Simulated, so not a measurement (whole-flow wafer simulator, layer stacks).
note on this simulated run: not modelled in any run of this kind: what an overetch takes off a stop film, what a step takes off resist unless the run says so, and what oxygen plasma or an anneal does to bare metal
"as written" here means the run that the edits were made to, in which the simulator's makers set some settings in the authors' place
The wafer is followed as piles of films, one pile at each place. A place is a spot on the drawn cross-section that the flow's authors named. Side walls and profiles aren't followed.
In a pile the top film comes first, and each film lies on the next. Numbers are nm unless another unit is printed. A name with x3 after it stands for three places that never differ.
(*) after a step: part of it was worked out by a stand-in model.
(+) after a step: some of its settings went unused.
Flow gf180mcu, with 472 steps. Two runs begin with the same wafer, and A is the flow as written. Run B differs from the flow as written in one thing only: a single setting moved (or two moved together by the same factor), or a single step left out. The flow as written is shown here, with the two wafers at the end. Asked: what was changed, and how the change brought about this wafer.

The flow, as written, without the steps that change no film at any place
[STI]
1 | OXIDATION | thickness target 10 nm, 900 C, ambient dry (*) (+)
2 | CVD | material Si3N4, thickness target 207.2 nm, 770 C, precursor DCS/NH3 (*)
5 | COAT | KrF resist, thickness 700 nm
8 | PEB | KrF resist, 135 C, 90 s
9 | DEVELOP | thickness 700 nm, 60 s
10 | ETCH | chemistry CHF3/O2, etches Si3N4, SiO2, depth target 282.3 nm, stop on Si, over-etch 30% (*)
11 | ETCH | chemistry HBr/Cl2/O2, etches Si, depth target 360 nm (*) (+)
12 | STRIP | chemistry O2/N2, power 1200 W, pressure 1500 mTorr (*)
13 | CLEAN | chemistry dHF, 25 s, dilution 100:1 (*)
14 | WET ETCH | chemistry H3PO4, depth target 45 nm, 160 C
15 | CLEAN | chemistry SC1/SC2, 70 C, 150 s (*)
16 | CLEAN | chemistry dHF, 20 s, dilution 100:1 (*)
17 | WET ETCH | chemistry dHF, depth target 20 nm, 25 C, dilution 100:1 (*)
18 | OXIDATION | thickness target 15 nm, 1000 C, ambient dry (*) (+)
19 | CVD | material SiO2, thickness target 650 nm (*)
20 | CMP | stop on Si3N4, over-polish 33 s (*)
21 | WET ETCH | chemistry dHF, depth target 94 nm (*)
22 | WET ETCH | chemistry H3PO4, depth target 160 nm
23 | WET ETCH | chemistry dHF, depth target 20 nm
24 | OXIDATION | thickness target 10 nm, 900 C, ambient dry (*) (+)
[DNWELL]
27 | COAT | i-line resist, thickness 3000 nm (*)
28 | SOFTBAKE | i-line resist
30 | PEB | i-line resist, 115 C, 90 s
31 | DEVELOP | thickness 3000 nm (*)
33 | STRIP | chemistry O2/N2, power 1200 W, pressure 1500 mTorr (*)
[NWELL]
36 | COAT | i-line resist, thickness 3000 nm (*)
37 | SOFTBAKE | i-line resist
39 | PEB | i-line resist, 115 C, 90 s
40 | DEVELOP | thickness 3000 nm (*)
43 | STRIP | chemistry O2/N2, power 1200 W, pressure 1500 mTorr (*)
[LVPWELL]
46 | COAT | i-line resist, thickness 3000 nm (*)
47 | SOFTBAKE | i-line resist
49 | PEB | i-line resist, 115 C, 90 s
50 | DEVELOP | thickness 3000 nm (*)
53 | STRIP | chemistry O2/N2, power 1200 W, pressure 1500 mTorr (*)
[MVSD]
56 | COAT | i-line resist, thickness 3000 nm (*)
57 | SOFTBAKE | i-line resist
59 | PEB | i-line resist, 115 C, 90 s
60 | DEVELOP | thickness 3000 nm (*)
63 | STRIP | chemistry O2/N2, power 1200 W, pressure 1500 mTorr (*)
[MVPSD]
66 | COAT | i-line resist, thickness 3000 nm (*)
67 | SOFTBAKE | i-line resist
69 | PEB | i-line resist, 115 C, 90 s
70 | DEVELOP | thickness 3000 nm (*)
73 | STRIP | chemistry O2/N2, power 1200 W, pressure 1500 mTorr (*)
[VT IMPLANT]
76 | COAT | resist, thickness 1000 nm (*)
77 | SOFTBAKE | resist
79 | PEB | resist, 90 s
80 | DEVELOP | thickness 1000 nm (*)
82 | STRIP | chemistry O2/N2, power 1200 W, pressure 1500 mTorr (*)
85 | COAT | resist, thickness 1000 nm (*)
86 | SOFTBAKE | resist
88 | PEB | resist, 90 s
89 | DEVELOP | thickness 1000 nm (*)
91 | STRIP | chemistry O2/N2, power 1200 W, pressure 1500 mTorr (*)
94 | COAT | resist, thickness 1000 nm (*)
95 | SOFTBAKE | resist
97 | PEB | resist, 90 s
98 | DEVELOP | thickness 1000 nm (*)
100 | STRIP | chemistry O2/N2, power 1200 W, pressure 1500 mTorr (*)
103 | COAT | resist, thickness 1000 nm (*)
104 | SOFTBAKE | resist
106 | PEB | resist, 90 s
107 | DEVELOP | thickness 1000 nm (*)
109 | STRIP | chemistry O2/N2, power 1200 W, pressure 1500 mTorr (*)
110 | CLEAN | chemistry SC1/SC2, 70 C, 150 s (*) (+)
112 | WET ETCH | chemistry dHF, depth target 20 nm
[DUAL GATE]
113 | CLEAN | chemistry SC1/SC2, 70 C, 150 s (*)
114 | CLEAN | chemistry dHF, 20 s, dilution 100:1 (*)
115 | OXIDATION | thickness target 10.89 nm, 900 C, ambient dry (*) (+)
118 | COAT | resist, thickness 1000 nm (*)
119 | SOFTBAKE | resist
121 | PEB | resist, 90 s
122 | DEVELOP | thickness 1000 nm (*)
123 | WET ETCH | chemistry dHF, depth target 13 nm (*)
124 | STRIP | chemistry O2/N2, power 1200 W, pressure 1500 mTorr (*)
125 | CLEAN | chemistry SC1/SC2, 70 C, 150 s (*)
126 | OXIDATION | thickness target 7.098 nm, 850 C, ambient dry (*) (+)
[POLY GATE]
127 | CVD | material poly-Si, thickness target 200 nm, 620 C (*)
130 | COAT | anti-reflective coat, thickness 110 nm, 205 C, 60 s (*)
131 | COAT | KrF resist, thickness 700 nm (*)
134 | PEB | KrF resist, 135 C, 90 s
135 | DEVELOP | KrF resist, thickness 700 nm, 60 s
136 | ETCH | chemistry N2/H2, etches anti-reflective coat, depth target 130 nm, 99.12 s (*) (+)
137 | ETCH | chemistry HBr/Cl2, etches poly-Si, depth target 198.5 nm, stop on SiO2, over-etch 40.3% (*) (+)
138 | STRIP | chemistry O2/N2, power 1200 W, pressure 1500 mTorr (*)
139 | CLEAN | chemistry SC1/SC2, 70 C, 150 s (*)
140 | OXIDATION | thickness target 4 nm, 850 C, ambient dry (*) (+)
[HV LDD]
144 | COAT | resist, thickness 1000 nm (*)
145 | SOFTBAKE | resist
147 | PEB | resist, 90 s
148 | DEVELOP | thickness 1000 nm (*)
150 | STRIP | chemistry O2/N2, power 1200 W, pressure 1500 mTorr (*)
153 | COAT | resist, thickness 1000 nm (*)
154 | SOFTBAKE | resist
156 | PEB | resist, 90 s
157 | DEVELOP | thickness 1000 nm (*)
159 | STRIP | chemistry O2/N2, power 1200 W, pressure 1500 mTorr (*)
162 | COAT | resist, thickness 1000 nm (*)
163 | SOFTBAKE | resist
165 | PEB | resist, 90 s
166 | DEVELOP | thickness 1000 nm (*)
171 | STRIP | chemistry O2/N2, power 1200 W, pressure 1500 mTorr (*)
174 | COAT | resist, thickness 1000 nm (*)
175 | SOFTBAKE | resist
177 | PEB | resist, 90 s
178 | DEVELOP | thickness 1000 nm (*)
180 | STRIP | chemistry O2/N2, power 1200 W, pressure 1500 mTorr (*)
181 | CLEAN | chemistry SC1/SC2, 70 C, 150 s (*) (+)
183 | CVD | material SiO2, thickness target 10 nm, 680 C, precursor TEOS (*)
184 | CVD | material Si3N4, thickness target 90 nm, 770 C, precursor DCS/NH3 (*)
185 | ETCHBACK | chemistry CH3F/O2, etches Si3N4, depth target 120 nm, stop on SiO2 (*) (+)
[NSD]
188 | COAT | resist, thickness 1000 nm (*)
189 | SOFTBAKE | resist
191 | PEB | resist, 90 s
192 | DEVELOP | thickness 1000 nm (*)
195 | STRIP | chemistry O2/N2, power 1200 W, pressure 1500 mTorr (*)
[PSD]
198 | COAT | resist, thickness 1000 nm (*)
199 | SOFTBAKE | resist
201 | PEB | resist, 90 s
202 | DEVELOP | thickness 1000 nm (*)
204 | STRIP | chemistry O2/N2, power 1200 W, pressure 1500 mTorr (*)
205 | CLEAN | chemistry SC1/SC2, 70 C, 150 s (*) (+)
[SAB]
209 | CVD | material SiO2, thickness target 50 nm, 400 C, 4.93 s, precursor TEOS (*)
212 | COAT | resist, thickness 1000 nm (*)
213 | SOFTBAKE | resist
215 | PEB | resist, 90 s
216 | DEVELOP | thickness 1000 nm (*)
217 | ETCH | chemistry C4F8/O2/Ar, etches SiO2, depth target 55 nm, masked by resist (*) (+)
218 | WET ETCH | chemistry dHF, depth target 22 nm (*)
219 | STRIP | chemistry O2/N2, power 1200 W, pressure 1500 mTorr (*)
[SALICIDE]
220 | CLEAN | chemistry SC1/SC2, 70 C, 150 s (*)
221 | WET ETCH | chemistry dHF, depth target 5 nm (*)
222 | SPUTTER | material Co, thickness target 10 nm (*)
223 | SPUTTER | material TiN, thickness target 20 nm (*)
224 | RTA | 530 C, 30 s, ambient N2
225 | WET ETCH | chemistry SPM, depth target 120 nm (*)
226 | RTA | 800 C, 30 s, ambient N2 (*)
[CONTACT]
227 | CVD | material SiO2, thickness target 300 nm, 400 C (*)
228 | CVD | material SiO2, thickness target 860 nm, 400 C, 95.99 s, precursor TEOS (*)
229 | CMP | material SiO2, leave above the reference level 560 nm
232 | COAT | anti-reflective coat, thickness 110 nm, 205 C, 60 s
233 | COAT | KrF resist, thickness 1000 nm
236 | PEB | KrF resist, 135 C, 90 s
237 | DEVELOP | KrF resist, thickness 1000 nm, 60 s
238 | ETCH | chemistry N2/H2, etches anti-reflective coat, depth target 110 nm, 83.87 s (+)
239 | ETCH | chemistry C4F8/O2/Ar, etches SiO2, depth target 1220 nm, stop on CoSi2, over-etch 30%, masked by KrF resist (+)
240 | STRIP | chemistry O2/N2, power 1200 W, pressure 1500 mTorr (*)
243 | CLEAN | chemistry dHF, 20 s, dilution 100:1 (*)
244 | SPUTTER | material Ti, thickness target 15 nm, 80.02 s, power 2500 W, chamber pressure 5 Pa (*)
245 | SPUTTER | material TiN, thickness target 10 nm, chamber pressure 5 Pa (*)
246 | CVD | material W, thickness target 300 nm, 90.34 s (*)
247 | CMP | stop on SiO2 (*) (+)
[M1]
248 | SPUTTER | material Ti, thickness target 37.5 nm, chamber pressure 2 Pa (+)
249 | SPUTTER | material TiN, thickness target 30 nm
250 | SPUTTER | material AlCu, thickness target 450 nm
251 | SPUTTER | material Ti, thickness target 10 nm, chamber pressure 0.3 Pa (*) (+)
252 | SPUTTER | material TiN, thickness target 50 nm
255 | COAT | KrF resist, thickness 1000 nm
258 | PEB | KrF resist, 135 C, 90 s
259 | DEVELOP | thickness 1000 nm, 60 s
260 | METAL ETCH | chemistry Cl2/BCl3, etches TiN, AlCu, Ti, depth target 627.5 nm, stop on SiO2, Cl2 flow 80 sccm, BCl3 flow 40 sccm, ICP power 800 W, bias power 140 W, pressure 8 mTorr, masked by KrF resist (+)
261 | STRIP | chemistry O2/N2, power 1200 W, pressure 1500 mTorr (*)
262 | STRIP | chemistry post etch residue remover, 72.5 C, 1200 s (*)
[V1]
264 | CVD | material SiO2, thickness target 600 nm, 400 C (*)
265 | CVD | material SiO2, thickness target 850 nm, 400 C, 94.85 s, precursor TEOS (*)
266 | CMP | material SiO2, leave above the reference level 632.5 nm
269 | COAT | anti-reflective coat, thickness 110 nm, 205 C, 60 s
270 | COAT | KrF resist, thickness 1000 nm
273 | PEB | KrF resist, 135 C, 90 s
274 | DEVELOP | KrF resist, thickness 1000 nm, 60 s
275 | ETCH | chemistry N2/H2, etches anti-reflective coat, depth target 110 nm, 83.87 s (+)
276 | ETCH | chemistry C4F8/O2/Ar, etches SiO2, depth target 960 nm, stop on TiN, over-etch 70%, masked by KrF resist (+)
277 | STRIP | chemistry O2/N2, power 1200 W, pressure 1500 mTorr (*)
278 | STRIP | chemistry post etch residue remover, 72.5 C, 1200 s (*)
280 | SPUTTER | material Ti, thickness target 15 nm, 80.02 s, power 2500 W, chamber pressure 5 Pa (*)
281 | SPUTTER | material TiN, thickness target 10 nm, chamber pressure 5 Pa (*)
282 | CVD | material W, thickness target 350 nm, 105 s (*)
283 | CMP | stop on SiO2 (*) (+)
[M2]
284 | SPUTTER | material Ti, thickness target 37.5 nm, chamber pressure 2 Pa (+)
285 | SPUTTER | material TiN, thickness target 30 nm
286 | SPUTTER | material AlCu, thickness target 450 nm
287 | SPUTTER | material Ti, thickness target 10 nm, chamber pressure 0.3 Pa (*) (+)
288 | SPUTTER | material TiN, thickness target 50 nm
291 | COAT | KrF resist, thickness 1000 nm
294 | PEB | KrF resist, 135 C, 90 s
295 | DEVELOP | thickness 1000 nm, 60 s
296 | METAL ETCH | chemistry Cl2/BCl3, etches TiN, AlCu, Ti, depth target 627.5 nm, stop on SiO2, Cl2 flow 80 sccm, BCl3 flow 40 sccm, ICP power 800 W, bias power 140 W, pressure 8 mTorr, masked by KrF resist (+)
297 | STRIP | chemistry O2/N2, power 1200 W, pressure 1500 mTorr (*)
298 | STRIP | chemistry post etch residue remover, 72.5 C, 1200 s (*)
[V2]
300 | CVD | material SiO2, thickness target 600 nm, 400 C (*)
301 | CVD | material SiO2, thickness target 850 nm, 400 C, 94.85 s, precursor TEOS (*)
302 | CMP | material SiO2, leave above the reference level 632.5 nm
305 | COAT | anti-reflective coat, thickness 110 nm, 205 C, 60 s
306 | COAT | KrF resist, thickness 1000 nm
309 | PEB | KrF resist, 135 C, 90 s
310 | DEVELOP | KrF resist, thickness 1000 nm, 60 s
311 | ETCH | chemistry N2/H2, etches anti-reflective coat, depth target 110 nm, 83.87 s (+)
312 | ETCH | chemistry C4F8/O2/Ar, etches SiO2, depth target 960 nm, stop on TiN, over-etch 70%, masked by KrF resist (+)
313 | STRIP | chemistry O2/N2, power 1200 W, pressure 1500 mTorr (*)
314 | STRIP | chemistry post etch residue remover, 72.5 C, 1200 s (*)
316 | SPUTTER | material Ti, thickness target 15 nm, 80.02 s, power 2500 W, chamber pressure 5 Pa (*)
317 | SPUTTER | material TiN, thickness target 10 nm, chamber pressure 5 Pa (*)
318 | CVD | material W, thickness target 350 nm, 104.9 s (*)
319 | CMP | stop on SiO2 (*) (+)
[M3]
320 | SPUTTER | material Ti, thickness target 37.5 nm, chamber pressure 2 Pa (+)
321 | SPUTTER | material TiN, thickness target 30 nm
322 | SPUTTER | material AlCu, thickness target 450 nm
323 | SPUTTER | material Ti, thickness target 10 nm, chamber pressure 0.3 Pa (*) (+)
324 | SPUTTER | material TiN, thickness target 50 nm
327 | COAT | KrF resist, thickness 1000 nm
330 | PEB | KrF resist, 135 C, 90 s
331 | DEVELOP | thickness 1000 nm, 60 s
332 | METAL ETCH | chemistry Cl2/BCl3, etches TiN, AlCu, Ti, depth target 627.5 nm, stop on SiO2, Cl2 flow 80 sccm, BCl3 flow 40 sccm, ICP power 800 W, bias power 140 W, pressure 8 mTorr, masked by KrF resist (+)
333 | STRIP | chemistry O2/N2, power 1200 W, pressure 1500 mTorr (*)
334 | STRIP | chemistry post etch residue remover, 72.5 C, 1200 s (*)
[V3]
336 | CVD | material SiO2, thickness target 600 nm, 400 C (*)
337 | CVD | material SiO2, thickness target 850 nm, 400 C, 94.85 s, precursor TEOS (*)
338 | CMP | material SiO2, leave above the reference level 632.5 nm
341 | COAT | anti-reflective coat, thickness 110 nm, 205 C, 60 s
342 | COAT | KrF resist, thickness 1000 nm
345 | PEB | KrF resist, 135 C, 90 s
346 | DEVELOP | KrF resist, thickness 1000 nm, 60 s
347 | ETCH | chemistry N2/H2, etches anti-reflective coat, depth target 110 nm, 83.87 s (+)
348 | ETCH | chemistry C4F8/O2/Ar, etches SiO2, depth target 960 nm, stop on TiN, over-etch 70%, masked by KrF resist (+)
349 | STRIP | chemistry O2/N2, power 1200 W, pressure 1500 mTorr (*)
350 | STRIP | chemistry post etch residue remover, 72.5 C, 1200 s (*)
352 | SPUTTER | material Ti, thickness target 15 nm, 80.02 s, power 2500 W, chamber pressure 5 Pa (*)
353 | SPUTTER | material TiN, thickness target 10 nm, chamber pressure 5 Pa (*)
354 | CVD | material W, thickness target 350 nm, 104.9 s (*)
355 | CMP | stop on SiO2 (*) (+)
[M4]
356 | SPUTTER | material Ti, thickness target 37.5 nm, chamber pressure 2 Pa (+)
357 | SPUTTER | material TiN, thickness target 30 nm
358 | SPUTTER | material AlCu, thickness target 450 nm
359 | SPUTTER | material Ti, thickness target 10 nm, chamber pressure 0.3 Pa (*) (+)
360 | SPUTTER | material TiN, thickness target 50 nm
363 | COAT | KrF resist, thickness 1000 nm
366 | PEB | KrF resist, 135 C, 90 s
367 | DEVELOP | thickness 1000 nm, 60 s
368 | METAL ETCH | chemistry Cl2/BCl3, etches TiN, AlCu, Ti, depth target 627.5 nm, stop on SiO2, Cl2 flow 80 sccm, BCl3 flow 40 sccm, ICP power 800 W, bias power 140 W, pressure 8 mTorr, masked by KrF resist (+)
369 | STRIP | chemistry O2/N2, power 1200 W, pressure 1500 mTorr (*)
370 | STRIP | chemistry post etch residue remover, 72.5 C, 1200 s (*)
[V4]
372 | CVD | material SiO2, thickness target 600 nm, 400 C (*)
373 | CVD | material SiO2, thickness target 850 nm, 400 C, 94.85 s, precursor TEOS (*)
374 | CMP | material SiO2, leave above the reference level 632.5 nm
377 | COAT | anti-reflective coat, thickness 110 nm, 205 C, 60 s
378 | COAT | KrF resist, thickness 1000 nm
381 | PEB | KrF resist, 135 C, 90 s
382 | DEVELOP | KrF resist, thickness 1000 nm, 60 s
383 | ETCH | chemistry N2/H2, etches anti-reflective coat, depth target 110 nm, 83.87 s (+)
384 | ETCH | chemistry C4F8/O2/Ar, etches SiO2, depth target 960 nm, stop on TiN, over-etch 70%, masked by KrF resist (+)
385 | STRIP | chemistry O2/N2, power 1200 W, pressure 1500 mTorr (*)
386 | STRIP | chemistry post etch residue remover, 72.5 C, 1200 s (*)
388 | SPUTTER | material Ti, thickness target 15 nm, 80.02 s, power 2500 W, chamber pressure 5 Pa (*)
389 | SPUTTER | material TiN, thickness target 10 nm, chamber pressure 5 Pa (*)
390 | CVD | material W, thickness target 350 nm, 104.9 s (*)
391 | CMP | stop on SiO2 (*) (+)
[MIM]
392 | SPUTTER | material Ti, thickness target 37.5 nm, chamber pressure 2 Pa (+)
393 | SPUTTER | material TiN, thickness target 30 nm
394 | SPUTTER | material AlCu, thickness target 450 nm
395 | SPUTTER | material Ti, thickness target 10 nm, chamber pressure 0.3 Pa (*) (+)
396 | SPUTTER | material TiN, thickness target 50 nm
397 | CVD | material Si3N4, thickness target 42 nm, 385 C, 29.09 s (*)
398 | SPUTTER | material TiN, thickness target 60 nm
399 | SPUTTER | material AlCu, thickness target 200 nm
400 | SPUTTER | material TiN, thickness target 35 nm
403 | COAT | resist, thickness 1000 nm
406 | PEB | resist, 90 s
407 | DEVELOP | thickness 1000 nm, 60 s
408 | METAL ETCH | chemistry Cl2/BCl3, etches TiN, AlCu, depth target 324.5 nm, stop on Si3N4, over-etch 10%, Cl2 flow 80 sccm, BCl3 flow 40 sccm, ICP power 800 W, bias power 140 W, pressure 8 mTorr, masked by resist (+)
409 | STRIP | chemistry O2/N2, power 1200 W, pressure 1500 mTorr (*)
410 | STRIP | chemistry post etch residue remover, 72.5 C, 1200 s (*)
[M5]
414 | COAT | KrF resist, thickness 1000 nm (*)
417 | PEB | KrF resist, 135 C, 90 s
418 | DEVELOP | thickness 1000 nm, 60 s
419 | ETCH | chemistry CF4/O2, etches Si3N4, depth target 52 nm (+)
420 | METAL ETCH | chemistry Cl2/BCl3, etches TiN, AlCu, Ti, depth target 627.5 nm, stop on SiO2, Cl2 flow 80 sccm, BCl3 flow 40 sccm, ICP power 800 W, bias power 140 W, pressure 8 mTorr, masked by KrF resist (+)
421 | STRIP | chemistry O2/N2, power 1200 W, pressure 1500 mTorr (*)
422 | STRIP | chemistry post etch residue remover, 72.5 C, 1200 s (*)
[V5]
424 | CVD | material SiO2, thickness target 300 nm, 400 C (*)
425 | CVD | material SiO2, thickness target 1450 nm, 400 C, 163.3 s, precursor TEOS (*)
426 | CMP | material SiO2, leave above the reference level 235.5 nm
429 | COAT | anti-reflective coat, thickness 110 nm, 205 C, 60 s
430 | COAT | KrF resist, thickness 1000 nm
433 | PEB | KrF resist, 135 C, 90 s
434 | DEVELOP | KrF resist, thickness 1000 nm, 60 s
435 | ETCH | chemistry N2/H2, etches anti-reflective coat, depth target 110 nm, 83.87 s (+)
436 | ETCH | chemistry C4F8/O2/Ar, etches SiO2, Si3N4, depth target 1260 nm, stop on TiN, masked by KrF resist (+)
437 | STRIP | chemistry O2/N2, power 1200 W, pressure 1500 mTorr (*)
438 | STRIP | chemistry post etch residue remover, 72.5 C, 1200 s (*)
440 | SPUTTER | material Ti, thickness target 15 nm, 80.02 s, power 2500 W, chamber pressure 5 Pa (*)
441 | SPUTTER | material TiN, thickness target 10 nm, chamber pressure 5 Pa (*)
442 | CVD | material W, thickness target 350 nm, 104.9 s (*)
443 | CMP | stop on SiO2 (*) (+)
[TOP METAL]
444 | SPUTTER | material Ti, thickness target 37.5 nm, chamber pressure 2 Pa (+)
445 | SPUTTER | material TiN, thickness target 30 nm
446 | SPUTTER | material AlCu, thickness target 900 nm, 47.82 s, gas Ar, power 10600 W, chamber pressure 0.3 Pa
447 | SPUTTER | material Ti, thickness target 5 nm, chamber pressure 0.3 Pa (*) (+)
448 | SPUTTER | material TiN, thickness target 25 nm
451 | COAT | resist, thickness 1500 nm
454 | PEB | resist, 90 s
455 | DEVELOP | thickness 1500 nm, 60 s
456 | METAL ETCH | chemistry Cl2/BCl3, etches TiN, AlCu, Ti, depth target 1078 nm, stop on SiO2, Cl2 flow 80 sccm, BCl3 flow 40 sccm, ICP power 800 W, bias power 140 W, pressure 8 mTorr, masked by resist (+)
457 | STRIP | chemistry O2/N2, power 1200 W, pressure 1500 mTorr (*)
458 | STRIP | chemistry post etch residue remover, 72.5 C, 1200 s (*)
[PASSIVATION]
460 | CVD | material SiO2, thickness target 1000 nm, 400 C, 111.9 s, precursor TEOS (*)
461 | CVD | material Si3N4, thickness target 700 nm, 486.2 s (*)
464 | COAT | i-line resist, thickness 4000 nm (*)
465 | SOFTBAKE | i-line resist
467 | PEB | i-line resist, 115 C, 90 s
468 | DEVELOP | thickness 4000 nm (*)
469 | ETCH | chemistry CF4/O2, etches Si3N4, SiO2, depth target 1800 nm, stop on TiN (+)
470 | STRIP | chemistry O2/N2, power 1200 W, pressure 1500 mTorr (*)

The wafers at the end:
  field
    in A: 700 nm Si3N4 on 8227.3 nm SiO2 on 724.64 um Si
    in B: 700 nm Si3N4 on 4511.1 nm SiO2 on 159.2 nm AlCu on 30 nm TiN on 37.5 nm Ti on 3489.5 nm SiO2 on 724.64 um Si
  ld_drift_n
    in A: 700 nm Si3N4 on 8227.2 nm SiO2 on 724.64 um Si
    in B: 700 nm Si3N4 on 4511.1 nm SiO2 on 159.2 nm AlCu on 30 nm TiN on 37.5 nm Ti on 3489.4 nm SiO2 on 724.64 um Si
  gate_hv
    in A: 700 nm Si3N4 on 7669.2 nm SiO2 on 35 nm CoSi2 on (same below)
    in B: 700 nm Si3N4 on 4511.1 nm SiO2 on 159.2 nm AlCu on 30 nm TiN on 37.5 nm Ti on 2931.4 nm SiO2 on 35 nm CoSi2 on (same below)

Cause: step 332, METAL ETCH: depth target 345.1 nm was run, though the flow has depth target 627.5 nm.

Step by step, how the change led to this:
  332 | METAL ETCH | chemistry Cl2/BCl3, etches TiN, AlCu, Ti, depth target 627.5 nm, stop on SiO2, Cl2 flow 80 sccm, BCl3 flow 40 sccm, ICP power 800 W, bias power 140 W, pressure 8 mTorr, masked by KrF resist (+)
      field, field__w1, field__w2 and 103 more: A TiN loses 50 (all of it), Ti loses 10 (all of it), AlCu loses 450 (all of it), TiN loses 30 (all of it), Ti loses 37.5 (all of it) | B TiN loses 50 (all of it), Ti loses 10 (all of it), AlCu loses 285.1
      field__w8, contact, m1, m1__w1, m1_nw: A KrF resist loses 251 | B KrF resist loses 138
  333 | STRIP | chemistry O2/N2, power 1200 W, pressure 1500 mTorr (*)
      field__w8, contact, m1, m1__w1, m1_nw: A KrF resist loses 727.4 (all of it) | B KrF resist loses 840.3 (all of it)
  334 | STRIP | chemistry post etch residue remover, 72.5 C, 1200 s (*)
      field, field__w1, field__w2 and 103 more: A nothing | B AlCu loses 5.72
  336 | CVD | material SiO2, thickness target 600 nm, 400 C (*)
      field, field__w1, field__w2 and 103 more: A SiO2 gains 600 | B SiO2 gains 600 (new film)
  338 | CMP | material SiO2, leave above the reference level 632.5 nm
      field, field__w1, field__w2 and 103 more: A SiO2 loses 300 | B SiO2 loses 526.7
If metal films that touch count as one body, field has 1 body; the flow as written gives 0 bodies.
If metal films that touch count as one body, ld_drift_n has 1 body; the flow as written gives 0 bodies.
If metal films that touch count as one body, gate_hv has 2 bodies (between them, from the top down: SiO2 2931.4); the flow as written gives 1 body.
